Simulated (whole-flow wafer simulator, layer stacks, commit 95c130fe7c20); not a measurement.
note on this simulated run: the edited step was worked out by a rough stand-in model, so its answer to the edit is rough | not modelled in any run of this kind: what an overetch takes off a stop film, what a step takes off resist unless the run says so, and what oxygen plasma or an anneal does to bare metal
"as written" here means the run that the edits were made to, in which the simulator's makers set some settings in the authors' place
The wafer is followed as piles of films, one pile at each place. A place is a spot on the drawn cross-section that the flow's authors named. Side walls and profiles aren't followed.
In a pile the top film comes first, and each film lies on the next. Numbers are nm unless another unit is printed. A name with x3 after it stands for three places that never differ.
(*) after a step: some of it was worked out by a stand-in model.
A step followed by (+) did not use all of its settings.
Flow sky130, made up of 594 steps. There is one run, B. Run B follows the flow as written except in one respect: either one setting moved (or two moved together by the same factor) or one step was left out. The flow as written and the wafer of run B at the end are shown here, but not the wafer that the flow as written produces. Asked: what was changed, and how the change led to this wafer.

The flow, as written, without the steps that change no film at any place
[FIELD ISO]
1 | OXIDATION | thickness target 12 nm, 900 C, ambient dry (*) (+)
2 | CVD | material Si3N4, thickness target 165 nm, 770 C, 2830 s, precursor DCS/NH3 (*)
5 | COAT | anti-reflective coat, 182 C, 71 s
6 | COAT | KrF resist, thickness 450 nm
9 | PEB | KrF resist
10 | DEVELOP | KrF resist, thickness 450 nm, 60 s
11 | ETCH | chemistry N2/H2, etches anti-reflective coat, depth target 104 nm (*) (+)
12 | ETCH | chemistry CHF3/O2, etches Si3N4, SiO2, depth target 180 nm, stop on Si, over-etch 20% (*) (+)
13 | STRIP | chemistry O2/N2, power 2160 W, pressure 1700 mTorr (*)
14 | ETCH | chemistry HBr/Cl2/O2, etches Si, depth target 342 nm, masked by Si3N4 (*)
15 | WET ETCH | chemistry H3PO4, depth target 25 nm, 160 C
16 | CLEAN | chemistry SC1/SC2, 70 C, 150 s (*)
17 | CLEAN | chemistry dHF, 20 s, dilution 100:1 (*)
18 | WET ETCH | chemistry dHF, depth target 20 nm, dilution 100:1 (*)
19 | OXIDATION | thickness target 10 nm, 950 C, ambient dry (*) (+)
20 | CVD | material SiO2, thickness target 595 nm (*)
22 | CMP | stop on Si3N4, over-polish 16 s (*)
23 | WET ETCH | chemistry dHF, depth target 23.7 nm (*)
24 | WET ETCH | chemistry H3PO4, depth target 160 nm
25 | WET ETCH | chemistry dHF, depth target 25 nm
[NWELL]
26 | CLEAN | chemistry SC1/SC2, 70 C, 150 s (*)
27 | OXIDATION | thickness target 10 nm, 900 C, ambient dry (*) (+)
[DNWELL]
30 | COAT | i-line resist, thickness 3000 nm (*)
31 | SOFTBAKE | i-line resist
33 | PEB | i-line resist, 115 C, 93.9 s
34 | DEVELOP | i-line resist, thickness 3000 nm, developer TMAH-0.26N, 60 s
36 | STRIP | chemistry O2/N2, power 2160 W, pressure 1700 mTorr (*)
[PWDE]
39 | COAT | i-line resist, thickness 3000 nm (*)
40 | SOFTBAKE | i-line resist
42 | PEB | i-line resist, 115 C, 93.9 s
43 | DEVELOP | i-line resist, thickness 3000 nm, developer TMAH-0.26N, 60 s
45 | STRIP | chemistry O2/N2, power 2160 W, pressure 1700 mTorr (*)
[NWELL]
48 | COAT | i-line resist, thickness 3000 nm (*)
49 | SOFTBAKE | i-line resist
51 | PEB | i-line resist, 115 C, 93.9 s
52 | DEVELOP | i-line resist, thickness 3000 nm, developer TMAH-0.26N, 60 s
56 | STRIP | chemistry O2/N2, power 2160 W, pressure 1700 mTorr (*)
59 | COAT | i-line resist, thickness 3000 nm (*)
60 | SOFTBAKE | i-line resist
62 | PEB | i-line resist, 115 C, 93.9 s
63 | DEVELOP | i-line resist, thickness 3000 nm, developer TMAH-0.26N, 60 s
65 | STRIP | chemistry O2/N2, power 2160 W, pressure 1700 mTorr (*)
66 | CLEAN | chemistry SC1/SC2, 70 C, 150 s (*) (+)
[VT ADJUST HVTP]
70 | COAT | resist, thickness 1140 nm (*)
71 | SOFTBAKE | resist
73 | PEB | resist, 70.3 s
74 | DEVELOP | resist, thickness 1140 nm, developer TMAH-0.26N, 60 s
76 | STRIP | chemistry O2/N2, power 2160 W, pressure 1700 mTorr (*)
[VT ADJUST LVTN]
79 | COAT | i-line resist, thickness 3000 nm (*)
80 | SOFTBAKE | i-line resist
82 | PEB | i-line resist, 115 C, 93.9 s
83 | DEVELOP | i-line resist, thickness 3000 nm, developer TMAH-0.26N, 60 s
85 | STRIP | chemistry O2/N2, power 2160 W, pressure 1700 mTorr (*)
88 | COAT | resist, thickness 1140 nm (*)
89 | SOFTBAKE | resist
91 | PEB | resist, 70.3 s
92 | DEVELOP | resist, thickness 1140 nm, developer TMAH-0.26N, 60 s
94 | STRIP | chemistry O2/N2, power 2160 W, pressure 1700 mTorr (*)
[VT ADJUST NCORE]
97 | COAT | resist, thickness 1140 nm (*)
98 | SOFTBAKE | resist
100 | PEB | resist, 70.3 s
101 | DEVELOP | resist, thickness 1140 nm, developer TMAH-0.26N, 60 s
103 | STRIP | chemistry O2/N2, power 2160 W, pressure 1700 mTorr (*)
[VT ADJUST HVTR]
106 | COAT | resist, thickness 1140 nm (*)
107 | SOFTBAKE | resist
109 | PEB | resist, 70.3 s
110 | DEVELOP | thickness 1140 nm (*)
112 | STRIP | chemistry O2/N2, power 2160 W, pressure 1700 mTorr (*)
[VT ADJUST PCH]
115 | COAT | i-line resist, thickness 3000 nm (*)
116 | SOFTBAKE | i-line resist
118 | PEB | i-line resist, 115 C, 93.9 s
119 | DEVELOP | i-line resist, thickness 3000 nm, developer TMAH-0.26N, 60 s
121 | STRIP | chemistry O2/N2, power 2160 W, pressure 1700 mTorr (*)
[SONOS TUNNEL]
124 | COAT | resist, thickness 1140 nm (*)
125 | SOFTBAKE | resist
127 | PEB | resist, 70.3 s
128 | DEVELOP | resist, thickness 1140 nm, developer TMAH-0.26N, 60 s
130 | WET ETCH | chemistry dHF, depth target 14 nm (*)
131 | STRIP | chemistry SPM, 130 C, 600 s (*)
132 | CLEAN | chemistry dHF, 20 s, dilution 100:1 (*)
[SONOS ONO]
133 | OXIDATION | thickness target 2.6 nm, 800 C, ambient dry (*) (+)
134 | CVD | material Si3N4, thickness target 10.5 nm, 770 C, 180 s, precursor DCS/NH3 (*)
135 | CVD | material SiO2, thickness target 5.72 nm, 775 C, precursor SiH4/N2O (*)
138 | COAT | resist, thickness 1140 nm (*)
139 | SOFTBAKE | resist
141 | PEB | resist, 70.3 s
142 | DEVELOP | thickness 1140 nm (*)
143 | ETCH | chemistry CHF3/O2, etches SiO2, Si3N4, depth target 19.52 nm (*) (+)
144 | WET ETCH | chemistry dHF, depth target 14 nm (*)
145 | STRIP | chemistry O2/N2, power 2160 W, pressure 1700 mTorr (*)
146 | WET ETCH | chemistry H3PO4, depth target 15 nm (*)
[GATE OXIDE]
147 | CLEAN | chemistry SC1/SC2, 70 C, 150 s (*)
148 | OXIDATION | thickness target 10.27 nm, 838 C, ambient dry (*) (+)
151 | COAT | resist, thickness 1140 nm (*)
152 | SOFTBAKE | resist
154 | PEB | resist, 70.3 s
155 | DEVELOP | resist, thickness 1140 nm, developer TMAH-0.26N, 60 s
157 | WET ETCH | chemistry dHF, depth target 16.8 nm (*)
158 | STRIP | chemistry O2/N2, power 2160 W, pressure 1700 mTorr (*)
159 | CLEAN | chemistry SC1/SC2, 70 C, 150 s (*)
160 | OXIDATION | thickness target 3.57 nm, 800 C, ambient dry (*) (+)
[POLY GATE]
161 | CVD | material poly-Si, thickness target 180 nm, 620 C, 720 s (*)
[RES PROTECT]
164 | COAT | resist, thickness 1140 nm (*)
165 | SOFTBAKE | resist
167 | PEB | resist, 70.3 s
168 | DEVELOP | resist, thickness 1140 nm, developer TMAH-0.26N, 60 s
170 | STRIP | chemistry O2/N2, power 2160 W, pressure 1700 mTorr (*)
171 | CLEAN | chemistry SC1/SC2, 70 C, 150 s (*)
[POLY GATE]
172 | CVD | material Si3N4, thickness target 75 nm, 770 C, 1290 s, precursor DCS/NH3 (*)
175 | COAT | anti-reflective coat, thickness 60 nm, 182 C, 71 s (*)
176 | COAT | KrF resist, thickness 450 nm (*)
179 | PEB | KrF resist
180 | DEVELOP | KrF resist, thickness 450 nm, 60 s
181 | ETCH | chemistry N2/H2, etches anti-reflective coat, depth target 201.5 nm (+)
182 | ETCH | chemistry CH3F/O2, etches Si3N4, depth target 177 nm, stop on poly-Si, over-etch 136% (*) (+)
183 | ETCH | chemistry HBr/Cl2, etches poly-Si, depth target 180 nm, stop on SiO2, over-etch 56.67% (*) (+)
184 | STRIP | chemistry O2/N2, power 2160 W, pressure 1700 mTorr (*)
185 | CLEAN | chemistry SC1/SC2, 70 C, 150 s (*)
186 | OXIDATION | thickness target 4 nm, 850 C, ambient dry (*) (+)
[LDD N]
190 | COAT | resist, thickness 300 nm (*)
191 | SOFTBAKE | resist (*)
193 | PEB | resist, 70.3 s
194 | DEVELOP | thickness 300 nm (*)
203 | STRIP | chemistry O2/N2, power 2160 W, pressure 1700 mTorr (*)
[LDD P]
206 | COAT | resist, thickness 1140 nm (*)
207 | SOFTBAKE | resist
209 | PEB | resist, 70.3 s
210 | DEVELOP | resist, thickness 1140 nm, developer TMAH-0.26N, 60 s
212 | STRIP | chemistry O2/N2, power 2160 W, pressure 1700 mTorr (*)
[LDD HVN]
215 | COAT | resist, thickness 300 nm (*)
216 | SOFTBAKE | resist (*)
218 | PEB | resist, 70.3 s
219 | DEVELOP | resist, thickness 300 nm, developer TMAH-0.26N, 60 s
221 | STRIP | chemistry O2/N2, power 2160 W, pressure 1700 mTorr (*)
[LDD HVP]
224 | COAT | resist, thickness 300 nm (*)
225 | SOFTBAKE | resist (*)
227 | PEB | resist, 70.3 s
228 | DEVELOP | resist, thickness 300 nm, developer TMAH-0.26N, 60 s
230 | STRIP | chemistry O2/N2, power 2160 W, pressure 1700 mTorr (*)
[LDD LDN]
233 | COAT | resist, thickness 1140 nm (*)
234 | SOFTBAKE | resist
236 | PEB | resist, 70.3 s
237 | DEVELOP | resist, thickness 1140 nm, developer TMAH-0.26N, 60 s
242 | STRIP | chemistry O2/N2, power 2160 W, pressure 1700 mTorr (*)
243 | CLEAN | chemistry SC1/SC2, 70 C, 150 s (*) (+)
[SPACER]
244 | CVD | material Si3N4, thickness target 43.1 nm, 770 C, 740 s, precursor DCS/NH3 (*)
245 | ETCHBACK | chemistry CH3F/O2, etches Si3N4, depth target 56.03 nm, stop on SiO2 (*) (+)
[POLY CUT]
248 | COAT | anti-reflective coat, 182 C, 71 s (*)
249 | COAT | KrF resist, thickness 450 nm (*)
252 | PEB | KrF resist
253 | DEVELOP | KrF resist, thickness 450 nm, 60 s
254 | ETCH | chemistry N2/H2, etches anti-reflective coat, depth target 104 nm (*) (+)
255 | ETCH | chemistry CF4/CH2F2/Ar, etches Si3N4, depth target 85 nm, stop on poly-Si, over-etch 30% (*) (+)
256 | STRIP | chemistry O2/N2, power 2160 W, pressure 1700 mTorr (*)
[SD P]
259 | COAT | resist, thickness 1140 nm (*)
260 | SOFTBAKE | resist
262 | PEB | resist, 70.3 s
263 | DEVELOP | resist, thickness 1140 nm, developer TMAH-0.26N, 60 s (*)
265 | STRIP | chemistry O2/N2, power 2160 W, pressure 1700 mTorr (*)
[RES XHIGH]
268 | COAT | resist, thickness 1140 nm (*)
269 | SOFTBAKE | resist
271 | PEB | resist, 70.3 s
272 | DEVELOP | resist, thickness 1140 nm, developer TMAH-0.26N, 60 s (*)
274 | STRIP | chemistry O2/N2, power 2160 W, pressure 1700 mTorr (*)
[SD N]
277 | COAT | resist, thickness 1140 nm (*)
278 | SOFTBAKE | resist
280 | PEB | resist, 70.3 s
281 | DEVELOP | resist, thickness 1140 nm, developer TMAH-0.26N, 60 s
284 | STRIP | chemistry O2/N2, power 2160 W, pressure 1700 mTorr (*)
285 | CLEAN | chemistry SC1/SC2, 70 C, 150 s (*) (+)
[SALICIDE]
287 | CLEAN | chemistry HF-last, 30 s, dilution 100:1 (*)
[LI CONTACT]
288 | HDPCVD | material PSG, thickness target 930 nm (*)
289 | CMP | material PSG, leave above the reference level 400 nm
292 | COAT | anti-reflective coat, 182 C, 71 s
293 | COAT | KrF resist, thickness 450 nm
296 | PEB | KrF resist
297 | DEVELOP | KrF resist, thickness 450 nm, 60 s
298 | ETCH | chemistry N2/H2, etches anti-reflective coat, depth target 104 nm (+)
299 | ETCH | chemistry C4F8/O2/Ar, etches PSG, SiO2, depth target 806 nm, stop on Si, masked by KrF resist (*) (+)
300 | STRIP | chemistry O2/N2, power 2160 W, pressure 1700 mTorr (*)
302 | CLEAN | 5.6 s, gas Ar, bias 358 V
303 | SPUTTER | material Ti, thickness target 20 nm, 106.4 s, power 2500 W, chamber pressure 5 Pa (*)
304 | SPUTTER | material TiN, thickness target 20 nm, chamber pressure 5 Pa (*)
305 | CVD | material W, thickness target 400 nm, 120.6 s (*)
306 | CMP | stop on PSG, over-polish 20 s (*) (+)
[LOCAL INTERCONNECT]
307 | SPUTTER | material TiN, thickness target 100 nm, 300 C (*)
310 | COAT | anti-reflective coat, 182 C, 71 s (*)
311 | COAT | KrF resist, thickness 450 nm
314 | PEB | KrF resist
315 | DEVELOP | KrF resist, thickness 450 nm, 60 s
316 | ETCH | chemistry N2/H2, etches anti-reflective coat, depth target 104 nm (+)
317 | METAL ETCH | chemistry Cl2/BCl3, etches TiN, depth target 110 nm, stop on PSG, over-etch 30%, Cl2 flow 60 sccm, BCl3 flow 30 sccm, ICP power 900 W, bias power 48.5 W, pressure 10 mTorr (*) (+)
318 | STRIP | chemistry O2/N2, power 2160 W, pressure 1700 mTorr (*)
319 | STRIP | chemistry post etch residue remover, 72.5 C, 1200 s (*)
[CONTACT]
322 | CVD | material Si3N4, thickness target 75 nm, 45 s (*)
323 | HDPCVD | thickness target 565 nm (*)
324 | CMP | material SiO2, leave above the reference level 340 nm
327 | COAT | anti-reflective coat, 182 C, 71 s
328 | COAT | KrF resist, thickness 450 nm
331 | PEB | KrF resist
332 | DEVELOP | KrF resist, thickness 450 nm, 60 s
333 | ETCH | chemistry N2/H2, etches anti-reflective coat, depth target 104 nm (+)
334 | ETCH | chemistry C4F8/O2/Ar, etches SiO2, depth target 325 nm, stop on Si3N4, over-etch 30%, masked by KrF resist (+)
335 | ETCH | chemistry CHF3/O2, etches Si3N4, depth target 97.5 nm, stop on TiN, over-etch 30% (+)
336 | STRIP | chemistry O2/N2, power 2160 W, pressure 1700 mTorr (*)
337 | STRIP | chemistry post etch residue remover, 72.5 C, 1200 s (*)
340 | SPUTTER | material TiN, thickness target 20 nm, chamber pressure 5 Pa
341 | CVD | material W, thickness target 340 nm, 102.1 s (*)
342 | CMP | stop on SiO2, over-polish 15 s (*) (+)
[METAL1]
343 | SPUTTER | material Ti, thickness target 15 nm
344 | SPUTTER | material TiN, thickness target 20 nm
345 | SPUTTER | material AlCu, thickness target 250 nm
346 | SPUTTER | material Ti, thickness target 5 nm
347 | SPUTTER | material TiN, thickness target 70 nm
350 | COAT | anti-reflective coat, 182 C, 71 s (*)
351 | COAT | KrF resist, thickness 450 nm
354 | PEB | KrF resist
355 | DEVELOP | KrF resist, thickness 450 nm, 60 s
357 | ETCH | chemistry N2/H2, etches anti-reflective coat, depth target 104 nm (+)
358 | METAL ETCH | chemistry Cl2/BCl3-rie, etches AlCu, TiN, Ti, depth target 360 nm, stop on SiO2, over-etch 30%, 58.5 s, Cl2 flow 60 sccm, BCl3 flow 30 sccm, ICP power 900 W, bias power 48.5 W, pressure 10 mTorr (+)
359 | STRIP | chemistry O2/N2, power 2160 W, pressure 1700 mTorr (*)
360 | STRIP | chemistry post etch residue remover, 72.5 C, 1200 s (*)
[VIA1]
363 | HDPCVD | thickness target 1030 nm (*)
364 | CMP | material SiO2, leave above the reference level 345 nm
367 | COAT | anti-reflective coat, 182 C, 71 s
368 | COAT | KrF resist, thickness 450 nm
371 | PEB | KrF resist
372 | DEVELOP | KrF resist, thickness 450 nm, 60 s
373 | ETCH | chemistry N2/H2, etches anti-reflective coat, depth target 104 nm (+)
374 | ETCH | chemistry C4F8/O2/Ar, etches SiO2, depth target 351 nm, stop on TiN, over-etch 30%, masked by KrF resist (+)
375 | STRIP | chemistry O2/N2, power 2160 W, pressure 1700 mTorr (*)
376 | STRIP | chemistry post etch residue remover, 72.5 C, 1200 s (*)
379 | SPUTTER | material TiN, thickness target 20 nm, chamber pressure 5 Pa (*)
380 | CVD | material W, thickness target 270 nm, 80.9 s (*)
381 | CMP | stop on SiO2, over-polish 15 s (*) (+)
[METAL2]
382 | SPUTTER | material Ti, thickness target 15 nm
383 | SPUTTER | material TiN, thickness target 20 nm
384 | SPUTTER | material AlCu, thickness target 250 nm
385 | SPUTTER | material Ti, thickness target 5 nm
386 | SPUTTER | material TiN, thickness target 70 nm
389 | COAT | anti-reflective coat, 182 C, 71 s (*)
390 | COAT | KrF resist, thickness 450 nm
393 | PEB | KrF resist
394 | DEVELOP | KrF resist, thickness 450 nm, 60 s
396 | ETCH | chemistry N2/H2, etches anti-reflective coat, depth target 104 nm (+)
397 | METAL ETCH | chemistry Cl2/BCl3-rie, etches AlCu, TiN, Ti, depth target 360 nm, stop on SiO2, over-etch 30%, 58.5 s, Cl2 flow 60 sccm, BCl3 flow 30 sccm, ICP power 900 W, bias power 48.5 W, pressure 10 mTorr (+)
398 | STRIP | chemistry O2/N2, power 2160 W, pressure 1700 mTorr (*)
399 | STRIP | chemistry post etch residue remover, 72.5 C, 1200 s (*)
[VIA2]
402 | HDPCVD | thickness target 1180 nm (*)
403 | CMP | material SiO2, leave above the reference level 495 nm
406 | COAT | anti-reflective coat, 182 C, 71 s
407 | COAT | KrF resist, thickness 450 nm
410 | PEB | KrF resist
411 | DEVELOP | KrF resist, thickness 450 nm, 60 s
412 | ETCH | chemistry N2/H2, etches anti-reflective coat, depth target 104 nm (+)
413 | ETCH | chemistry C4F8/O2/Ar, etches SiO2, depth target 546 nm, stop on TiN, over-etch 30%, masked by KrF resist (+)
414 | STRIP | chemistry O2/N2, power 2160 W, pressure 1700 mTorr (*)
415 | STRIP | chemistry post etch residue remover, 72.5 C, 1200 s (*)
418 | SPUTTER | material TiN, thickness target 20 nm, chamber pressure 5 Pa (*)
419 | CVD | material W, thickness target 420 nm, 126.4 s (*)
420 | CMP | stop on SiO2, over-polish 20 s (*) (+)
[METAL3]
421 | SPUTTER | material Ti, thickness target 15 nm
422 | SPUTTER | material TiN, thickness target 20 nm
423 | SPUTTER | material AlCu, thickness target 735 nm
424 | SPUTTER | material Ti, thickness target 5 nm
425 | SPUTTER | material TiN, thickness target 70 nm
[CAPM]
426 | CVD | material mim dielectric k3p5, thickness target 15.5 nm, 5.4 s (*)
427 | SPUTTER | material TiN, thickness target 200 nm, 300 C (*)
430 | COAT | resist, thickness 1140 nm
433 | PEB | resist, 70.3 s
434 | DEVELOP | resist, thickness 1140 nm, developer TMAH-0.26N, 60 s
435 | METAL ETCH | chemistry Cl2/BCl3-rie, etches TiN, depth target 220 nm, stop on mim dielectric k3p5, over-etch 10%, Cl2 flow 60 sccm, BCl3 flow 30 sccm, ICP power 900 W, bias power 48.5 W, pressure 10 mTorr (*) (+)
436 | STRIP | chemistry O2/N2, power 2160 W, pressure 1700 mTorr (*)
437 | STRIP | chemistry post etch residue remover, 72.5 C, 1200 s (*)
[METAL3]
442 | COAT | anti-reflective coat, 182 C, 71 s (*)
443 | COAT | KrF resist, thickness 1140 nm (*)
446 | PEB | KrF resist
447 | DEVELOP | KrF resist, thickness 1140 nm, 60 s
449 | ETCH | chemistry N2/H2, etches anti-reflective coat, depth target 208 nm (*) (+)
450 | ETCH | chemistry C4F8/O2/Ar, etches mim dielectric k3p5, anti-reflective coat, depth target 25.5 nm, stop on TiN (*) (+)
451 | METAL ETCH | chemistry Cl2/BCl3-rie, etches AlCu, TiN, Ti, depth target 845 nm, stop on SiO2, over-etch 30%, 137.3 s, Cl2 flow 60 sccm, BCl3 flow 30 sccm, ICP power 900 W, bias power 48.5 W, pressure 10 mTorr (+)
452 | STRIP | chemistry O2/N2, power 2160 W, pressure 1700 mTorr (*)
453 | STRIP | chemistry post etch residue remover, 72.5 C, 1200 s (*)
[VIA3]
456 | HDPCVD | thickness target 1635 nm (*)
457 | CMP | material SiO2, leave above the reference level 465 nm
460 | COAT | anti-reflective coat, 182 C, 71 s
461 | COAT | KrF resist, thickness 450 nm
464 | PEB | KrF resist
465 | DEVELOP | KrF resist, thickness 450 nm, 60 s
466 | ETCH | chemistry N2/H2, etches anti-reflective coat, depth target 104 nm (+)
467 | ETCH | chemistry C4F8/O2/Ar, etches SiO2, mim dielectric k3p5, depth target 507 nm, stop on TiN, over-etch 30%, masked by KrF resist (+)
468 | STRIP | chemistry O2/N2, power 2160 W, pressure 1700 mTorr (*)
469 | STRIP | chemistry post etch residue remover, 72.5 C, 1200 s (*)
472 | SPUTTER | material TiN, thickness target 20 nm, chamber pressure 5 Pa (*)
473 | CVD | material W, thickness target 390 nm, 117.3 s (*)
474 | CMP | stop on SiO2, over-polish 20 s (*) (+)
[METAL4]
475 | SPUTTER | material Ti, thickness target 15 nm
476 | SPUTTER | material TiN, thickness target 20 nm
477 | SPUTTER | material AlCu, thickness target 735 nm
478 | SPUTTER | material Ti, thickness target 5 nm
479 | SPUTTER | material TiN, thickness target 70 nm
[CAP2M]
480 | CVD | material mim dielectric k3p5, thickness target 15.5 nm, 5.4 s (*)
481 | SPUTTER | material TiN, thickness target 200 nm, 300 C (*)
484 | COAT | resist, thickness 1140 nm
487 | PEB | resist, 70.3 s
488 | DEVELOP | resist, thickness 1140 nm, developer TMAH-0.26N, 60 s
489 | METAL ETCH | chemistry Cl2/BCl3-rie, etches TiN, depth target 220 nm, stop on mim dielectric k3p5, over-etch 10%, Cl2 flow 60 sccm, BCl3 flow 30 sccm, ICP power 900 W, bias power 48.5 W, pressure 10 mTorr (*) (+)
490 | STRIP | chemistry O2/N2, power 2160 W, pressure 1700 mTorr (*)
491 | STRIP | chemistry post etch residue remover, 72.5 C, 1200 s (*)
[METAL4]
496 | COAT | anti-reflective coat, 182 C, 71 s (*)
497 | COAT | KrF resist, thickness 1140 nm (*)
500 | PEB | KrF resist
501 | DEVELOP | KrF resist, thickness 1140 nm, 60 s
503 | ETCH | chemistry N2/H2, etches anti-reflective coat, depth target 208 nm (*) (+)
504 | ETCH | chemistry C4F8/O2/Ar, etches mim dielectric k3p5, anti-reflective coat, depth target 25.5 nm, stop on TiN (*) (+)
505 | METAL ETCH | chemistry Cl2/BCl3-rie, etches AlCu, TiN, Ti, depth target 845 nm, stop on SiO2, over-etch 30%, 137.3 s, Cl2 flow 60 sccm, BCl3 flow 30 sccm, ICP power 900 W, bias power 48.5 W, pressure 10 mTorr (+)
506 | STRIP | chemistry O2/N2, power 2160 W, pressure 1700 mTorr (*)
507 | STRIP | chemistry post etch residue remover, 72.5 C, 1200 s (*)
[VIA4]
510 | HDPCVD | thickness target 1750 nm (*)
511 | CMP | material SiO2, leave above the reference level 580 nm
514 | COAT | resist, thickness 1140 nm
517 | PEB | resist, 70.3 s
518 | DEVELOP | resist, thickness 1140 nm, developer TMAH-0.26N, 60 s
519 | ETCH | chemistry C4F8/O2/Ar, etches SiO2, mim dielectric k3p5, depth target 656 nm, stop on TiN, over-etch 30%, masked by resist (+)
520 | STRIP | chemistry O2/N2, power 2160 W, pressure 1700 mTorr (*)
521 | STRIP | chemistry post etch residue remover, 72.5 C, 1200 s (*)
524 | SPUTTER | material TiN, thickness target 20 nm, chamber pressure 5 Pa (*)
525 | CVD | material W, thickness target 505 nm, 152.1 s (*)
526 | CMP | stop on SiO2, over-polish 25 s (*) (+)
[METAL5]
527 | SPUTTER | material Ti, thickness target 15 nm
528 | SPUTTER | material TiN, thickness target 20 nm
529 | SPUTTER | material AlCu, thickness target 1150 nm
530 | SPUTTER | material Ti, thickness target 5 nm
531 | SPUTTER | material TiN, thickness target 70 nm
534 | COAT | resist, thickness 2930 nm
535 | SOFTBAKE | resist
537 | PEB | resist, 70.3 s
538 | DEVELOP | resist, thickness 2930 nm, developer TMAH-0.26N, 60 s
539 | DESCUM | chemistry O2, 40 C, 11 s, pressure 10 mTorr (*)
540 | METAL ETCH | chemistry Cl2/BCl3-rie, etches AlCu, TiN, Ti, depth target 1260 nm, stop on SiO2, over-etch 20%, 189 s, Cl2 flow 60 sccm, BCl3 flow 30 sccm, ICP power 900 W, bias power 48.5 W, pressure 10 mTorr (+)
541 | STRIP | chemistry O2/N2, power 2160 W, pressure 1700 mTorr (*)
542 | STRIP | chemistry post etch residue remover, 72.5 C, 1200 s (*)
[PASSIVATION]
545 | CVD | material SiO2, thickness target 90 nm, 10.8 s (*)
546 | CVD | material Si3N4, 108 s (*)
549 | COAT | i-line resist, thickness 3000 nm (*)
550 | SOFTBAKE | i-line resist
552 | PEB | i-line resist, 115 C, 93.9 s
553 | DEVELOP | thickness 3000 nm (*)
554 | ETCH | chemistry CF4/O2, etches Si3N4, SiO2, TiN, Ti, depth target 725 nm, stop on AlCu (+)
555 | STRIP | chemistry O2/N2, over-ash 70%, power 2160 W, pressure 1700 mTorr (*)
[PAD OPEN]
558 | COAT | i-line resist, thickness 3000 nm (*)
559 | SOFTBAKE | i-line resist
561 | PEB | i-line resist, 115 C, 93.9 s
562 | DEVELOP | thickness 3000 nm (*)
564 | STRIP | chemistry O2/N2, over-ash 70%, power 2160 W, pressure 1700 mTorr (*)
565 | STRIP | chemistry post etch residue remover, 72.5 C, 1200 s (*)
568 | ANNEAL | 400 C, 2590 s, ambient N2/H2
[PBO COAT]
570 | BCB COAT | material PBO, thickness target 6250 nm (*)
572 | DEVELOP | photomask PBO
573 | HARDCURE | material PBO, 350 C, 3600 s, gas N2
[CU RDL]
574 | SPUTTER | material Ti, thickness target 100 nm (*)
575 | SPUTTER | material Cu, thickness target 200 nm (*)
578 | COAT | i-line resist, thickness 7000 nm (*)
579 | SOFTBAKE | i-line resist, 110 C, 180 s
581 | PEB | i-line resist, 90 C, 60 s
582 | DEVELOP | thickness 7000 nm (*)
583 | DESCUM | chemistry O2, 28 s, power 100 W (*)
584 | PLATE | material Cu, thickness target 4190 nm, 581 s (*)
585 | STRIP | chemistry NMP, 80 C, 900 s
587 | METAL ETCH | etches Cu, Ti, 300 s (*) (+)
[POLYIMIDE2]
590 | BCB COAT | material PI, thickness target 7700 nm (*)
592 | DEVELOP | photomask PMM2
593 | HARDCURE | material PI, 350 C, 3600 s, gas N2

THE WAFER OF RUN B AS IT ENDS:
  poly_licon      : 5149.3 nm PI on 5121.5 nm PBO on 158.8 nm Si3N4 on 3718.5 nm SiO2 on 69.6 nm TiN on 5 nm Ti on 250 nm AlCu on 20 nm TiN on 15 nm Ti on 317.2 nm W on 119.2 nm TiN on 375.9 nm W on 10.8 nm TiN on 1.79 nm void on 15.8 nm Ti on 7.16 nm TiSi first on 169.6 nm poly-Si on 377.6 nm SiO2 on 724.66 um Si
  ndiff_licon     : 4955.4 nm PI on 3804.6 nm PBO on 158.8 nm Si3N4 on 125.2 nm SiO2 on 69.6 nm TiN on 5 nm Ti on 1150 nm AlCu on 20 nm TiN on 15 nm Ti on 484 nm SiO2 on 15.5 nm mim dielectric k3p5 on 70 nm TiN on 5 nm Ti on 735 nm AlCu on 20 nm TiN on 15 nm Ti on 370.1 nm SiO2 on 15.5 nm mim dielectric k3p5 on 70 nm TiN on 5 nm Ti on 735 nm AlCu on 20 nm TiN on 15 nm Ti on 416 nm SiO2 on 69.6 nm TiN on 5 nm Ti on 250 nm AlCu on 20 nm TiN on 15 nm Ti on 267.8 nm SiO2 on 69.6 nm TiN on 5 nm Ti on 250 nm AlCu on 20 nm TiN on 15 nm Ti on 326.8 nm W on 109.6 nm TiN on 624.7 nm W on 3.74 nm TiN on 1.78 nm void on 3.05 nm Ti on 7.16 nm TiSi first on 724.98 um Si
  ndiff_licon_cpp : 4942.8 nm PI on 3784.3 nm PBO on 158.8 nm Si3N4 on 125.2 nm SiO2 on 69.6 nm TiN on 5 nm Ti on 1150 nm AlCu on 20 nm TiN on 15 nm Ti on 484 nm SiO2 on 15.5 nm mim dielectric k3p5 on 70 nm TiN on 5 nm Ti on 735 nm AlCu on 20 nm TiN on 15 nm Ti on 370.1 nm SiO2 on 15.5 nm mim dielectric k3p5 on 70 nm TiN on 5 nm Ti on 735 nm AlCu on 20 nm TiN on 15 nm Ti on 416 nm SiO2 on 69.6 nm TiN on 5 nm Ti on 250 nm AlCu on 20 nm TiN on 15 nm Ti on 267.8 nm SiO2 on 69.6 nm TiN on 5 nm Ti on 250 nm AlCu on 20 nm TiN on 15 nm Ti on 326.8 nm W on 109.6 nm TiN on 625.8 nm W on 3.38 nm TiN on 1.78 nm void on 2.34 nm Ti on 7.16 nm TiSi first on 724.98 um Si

The reason: step 304, SPUTTER: thickness target 10.8 nm was run, while the flow as written has thickness target 20 nm.
The wafer itself shows it: poly_licon has TiN 10.8, and step 304 as written asks for 20 nm.

The path from the change to this, step by step:
  304 | SPUTTER | material TiN, thickness target 20 nm, chamber pressure 5 Pa (*)
      field, active, n_well and 185 more: TiN gains 10.8 (new film) (in the flow as written it would be: TiN gains 20 (new film))
      ndiff_licon: TiN gains 3.74 (new film) (in the flow as written it would be: TiN gains 6.83 (new film))
      (and at 2 other places as well)
  306 | CMP | stop on PSG, over-polish 20 s (*) (+)
      field, active, n_well and 184 more: W loses 400 (all of it), TiN loses 10.8 (all of it), Ti loses 20 (all of it), PSG loses 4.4 (in the flow as written it would be: W loses 400 (all of it), TiN loses 20 (all of it), Ti loses 20 (all of it), PSG loses 4.4)
      ndiff_licon, ndiff_licon_cpp, rpo_hd_licon: W loses 435.7 (in the flow as written it would be: W loses 444.9)
      (and at 1 other place as well)
